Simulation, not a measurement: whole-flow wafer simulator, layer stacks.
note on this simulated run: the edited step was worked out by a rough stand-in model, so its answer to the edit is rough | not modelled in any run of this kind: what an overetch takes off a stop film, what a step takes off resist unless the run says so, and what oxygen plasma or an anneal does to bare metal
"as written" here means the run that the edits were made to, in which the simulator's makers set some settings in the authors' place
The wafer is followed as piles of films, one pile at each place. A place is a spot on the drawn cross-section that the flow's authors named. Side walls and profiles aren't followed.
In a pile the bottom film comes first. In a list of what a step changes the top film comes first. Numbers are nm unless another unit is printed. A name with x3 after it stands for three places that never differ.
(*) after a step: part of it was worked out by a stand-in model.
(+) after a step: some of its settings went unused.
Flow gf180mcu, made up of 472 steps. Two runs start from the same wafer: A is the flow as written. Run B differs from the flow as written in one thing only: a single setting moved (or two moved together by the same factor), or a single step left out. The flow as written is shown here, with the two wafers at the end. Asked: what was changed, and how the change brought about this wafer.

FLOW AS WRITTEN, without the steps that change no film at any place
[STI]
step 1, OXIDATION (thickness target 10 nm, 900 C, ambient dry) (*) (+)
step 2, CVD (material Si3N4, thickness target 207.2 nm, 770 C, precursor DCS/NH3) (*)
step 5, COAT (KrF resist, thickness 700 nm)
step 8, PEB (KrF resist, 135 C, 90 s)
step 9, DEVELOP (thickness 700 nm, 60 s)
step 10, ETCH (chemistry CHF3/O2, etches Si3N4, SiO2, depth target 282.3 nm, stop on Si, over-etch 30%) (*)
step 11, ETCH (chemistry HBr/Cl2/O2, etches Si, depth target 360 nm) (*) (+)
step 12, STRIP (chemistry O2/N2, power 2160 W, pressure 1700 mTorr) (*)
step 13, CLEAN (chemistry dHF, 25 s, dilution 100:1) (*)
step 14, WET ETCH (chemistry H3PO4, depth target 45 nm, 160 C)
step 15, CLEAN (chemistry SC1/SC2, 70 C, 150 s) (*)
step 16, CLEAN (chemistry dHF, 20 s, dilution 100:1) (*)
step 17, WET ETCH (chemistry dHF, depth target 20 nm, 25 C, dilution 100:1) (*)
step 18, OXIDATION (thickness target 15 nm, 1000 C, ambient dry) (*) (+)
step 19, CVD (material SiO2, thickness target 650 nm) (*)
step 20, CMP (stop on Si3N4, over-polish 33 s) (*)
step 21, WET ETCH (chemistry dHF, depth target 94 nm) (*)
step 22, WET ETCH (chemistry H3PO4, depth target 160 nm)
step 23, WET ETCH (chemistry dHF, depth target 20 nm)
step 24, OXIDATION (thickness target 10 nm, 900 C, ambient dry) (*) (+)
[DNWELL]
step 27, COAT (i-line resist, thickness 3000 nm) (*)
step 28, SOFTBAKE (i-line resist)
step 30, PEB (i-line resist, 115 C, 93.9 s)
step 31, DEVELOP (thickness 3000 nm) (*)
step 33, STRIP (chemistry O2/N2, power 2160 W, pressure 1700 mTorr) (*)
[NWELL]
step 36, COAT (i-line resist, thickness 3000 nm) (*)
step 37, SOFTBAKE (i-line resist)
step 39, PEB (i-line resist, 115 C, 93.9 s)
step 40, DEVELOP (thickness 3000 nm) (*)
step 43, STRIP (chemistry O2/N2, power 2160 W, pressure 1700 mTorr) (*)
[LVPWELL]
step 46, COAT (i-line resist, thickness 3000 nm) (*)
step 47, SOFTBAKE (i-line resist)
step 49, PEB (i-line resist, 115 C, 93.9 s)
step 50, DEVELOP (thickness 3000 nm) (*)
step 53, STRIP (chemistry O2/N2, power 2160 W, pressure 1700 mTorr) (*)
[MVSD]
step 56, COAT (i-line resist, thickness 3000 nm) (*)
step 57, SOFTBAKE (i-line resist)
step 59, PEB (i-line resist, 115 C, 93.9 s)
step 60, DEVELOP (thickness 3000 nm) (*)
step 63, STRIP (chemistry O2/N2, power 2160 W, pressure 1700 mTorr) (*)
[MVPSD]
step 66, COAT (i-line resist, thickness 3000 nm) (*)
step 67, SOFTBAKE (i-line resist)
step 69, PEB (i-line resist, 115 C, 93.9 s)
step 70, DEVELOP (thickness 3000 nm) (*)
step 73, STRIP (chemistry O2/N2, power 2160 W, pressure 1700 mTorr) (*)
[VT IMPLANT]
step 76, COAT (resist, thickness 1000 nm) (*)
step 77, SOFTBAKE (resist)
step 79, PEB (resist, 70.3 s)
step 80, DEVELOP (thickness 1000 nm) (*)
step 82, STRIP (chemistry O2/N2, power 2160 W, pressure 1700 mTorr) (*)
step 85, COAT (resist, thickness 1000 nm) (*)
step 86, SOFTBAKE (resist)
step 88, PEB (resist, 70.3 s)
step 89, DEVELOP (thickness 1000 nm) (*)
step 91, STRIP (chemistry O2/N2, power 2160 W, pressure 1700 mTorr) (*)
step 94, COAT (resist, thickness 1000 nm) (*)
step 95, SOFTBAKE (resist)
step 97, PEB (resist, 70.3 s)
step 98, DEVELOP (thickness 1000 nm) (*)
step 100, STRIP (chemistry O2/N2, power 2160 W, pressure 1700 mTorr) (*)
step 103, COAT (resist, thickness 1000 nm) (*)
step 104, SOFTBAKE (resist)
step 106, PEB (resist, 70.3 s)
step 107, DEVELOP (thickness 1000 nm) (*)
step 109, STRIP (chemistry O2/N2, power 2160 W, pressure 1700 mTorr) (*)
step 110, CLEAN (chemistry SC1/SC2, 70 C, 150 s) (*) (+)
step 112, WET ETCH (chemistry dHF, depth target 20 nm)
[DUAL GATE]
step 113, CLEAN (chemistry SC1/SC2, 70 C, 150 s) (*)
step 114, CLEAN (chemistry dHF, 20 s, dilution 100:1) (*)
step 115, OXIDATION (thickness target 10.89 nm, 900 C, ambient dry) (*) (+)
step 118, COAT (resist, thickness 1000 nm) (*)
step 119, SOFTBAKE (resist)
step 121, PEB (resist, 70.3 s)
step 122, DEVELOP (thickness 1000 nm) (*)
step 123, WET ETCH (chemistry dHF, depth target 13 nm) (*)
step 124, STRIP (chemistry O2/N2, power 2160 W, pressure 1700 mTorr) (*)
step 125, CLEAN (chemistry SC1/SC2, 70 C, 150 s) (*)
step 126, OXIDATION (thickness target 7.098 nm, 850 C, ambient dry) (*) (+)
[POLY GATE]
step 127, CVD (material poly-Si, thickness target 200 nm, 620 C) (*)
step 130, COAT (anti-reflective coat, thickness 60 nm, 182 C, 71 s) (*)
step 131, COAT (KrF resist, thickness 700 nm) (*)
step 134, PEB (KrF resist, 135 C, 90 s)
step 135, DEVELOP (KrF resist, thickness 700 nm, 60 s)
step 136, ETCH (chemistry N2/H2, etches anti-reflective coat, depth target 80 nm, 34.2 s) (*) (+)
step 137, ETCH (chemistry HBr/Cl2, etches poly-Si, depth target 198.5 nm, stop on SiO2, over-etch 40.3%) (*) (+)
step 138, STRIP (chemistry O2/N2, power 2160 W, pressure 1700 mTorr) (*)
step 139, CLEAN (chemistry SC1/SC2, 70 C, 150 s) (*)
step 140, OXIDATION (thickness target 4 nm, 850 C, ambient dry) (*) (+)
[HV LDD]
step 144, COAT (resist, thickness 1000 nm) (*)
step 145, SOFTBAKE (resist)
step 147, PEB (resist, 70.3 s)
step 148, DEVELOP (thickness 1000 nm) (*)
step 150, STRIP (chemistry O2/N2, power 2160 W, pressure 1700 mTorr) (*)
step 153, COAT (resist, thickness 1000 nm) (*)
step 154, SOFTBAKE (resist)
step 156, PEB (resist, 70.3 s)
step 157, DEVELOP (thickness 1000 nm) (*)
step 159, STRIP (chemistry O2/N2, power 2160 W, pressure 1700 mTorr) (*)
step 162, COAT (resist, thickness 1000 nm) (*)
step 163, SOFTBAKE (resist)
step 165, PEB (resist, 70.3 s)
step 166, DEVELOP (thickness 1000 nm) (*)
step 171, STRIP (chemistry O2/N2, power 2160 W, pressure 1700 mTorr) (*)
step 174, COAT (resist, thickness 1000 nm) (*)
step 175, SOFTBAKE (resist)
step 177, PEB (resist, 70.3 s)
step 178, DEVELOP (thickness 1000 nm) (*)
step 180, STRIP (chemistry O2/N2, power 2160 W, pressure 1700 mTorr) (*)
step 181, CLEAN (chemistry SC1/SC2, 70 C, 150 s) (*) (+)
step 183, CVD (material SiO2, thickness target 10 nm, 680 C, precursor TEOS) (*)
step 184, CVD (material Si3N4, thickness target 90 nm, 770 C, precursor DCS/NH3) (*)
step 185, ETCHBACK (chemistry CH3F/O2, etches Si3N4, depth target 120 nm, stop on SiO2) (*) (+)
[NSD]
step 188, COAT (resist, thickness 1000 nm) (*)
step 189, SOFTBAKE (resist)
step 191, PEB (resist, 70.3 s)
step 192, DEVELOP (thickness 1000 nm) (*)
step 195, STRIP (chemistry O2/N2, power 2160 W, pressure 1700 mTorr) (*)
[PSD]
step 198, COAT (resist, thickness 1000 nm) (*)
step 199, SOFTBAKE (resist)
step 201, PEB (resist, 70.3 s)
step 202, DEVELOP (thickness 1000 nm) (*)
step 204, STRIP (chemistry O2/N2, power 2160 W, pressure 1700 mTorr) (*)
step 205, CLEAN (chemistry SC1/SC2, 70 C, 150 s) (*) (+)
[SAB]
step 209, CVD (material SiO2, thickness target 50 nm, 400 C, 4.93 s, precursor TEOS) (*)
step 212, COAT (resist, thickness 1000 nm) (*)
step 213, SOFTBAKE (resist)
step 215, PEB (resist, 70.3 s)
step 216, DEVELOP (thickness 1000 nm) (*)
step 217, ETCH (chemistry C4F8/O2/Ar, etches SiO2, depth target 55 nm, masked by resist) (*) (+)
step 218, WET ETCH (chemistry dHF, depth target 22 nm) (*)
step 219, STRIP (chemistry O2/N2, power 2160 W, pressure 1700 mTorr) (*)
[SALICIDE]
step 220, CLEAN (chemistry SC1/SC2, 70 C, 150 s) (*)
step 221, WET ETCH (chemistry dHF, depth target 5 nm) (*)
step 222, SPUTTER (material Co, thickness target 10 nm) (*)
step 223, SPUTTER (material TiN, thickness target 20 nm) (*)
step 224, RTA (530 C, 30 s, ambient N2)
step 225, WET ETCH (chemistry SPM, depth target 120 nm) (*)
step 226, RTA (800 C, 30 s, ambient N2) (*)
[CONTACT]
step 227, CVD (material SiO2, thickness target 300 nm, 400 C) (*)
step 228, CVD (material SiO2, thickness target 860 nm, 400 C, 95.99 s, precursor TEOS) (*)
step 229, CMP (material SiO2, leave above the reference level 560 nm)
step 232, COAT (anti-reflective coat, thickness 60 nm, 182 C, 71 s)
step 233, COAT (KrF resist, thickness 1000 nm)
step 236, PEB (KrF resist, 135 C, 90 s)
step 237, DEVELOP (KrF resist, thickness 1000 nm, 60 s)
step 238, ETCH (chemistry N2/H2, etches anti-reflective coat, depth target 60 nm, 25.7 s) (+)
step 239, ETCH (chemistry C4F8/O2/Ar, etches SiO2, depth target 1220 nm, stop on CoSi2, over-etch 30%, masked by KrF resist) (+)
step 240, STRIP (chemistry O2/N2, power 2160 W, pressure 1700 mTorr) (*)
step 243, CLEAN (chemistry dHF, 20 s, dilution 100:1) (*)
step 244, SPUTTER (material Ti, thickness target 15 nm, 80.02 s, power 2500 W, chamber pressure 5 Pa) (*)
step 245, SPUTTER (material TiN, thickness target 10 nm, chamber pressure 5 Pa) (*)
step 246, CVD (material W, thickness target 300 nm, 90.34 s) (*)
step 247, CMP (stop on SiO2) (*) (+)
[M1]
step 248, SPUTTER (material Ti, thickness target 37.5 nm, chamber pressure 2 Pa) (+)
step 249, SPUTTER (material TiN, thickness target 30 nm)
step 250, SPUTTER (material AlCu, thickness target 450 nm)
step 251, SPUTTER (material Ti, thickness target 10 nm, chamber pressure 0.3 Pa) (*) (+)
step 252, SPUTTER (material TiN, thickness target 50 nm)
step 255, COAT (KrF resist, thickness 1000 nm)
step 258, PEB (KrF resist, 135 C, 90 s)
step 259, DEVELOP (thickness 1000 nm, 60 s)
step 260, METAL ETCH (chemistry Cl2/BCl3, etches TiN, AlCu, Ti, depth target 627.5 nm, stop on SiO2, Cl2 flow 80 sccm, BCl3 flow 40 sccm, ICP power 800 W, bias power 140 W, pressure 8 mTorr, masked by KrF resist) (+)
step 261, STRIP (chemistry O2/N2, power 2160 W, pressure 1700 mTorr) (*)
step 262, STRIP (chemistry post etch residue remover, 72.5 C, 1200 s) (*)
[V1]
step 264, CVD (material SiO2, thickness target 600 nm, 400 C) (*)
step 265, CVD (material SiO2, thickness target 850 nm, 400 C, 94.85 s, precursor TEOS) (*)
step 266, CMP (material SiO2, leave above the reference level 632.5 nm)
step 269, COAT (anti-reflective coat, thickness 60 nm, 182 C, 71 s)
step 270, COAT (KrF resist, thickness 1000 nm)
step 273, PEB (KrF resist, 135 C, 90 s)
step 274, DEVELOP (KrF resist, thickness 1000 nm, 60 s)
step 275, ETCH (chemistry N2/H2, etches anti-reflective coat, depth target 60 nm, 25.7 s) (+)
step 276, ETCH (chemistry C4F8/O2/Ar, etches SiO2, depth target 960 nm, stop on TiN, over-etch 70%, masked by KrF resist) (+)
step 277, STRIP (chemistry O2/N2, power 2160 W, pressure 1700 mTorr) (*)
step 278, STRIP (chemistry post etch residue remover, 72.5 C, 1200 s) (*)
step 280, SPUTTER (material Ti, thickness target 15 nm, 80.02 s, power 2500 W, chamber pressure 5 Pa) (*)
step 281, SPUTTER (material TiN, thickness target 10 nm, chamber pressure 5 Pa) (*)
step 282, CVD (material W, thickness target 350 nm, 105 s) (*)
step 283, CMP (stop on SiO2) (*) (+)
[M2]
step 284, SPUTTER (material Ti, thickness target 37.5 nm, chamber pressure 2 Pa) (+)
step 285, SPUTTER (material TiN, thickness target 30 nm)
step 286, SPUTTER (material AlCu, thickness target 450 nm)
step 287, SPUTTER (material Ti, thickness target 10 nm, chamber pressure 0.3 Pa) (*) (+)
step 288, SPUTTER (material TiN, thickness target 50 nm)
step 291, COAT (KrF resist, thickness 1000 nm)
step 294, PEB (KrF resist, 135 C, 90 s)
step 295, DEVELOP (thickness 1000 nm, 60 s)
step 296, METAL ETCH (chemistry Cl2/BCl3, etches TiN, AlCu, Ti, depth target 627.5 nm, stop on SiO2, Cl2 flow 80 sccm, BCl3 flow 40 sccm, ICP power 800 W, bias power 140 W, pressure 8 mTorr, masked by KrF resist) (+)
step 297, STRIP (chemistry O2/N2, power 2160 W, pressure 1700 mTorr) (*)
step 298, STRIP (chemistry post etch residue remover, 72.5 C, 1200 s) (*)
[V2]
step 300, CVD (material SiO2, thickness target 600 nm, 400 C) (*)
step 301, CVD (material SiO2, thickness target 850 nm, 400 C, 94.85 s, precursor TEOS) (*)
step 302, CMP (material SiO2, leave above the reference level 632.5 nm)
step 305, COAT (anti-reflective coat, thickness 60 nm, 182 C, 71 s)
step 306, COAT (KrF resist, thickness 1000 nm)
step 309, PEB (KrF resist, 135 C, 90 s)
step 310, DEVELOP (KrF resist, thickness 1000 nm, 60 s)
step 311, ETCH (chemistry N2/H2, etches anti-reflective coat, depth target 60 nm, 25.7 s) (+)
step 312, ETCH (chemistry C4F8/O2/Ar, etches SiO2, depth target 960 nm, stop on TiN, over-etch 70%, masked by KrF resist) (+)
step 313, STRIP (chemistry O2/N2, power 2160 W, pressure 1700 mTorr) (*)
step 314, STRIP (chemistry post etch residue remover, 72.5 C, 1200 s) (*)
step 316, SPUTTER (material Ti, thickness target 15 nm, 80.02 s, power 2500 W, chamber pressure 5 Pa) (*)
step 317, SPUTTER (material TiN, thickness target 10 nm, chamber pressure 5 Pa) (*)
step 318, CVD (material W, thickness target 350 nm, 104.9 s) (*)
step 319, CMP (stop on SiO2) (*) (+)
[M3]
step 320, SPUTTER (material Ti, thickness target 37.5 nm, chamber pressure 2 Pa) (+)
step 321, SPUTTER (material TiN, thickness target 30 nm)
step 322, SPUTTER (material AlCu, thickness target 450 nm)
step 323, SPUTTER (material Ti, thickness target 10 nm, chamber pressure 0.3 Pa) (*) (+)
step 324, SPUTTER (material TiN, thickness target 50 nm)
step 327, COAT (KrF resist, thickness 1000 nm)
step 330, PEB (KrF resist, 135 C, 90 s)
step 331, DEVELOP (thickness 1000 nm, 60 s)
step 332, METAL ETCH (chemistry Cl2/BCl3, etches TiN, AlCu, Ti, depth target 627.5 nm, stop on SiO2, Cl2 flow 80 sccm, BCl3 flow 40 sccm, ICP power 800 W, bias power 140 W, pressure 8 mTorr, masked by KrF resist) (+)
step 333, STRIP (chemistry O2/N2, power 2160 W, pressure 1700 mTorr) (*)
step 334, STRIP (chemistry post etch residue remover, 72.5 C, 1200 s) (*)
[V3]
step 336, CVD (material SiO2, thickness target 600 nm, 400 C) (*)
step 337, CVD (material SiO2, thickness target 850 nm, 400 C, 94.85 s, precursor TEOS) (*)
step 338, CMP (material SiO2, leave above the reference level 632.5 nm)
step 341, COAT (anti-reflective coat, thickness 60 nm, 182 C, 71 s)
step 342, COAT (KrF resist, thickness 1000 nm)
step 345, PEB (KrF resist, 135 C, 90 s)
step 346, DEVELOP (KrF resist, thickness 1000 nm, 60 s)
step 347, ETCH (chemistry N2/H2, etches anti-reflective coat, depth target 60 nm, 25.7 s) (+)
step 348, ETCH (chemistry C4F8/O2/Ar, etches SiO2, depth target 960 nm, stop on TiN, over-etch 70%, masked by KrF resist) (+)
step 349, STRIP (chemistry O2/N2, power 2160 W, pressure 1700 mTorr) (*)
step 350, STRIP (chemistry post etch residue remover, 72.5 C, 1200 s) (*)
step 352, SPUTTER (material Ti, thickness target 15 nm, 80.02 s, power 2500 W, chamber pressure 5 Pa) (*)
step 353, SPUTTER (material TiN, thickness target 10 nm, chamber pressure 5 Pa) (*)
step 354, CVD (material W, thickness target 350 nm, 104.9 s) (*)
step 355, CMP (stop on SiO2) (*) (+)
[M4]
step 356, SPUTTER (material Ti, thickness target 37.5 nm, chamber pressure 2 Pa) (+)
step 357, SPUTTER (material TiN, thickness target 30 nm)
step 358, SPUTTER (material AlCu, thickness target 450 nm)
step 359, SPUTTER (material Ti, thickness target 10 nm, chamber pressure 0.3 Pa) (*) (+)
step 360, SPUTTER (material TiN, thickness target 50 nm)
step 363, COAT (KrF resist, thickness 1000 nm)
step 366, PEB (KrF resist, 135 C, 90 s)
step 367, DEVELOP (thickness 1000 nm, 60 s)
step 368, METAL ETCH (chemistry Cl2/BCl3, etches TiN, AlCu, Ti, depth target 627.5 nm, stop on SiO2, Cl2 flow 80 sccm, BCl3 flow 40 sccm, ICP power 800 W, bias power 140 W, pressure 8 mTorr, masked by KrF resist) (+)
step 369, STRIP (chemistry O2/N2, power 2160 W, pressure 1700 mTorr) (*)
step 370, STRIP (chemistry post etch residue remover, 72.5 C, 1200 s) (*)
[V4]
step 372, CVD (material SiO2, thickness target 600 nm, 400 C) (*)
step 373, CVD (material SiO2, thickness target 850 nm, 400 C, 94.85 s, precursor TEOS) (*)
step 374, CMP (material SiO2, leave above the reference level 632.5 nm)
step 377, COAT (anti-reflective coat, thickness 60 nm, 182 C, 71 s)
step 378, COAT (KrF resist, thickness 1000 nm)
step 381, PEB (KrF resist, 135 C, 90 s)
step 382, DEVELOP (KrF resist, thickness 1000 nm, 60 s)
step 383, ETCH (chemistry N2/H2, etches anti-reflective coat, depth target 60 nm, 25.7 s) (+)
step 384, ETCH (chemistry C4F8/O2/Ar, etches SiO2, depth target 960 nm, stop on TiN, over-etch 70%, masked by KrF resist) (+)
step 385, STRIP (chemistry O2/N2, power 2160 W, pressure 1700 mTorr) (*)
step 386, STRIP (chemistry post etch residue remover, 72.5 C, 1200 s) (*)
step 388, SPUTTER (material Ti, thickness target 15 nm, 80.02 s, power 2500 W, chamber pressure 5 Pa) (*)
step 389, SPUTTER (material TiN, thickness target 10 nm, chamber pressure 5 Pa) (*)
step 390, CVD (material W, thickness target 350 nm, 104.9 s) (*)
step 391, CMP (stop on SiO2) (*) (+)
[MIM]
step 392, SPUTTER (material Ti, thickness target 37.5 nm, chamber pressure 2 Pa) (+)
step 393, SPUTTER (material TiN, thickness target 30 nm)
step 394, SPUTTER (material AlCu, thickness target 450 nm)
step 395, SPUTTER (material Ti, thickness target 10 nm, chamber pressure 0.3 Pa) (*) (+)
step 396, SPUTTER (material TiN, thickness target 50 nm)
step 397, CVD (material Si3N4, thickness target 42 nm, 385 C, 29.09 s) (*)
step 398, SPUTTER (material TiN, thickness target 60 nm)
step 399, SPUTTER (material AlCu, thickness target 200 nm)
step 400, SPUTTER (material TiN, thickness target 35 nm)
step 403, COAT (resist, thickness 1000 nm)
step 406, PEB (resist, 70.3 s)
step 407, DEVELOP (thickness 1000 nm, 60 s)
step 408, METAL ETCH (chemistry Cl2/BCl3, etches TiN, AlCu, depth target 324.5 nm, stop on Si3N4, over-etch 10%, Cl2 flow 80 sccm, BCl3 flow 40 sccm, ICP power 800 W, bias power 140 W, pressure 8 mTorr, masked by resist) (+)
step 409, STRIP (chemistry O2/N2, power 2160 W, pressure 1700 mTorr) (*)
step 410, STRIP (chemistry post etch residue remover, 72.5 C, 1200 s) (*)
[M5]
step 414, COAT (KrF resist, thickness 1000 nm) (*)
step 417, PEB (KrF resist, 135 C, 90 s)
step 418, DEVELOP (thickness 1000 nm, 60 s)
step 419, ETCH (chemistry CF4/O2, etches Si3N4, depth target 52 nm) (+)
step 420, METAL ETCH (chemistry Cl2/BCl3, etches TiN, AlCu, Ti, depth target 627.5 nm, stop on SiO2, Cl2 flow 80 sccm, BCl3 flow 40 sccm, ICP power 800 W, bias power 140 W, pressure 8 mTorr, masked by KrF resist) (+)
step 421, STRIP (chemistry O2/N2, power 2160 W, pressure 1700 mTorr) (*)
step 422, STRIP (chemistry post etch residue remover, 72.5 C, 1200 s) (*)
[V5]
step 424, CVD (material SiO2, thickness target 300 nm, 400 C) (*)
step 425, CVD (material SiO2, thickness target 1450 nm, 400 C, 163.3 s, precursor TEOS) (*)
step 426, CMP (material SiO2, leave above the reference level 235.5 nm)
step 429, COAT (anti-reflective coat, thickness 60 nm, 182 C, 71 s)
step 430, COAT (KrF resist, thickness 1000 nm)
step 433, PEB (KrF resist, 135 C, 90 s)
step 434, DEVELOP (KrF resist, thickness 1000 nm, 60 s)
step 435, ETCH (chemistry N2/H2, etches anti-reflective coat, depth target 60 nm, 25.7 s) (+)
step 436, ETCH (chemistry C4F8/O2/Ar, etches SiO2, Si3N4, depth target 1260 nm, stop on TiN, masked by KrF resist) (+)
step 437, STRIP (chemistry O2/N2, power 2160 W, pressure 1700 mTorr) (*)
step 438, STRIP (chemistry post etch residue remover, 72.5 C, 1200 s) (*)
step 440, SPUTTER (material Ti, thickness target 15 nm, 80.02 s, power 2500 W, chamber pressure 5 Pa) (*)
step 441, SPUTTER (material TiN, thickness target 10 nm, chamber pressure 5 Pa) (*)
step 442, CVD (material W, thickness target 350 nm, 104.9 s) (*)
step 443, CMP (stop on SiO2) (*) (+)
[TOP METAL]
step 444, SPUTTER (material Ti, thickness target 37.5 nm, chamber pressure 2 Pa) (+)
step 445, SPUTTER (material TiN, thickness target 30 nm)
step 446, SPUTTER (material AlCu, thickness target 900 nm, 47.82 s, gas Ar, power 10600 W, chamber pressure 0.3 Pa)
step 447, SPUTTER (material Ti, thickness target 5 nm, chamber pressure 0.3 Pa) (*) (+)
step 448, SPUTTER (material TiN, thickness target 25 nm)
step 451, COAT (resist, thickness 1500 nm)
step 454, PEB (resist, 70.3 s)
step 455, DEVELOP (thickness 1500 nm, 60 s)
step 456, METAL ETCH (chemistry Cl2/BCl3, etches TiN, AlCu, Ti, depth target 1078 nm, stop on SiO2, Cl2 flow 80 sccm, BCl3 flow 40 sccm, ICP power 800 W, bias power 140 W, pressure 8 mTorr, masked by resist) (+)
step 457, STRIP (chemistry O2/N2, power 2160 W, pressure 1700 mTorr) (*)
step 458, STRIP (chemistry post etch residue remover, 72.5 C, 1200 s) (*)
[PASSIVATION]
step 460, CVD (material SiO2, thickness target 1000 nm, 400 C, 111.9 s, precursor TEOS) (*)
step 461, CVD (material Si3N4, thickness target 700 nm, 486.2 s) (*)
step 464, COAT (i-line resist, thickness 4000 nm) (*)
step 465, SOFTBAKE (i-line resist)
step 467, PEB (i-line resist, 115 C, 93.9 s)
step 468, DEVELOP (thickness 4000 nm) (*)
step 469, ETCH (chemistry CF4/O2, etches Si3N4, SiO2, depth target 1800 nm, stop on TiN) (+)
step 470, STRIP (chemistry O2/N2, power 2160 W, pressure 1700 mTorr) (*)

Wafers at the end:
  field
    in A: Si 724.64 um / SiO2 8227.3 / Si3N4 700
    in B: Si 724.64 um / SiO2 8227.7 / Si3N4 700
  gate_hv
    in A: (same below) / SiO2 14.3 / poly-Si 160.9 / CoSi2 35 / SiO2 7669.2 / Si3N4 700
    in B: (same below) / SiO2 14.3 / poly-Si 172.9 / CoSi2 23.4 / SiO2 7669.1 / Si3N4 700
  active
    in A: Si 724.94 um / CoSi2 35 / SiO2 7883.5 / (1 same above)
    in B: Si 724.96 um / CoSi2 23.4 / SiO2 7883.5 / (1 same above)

Cause: step 222, SPUTTER: thickness target 6.7 nm was run, while the flow as written has thickness target 10 nm.

How this came from the change, step by step:
  step 222, SPUTTER (material Co, thickness target 10 nm) (*)
      field, field__w7, field__w8 and 71 more: A Co gains 10 (new film) | B Co gains 6.7 (new film)
      field__w2, mim: A Co gains 8.65 (new film) | B Co gains 5.8 (new film)
      (and at 35 other places as well)
  step 224, RTA (530 C, 30 s, ambient N2)
      gate, gate_hv, gate_p and 22 more: A under 1 film: CoSi gains 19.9 (new film), Co loses 10 (all of it), poly-Si loses 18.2 | B under 1 film: CoSi gains 13.3 (new film), Co loses 6.7 (all of it), poly-Si loses 12.2
      active, p_well, sd_n and 11 more: A under 1 film: CoSi gains 19.9 (new film), Co loses 10 (all of it), Si loses 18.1 | B under 1 film: CoSi gains 13.3 (new film), Co loses 6.7 (all of it), Si loses 12.1
      (and at 10 other places as well)
  step 225, WET ETCH (chemistry SPM, depth target 120 nm) (*)
      field, field__w7, field__w8 and 32 more: A TiN loses 20 (all of it), Co loses 10 (all of it) | B TiN loses 20 (all of it), Co loses 6.7 (all of it)
      field__w9, nw_enc_fld_lv__w3: A TiN loses 19.1 (all of it), Co loses 9.6 (all of it) | B TiN loses 19.1 (all of it), Co loses 6.43 (all of it)
      (and at 25 other places as well)
  step 226, RTA (800 C, 30 s, ambient N2) (*)
      gate, gate_hv, gate_p and 22 more: A CoSi2 gains 35 (new film), CoSi loses 19.9 (all of it), poly-Si loses 18.2 | B CoSi2 gains 23.4 (new film), CoSi loses 13.3 (all of it), poly-Si loses 12.2
      active, p_well, sd_n and 11 more: A CoSi2 gains 35 (new film), CoSi loses 19.9 (all of it), Si loses 18.1 | B CoSi2 gains 23.4 (new film), CoSi loses 13.3 (all of it), Si loses 12.1
      (and at 10 other places as well)
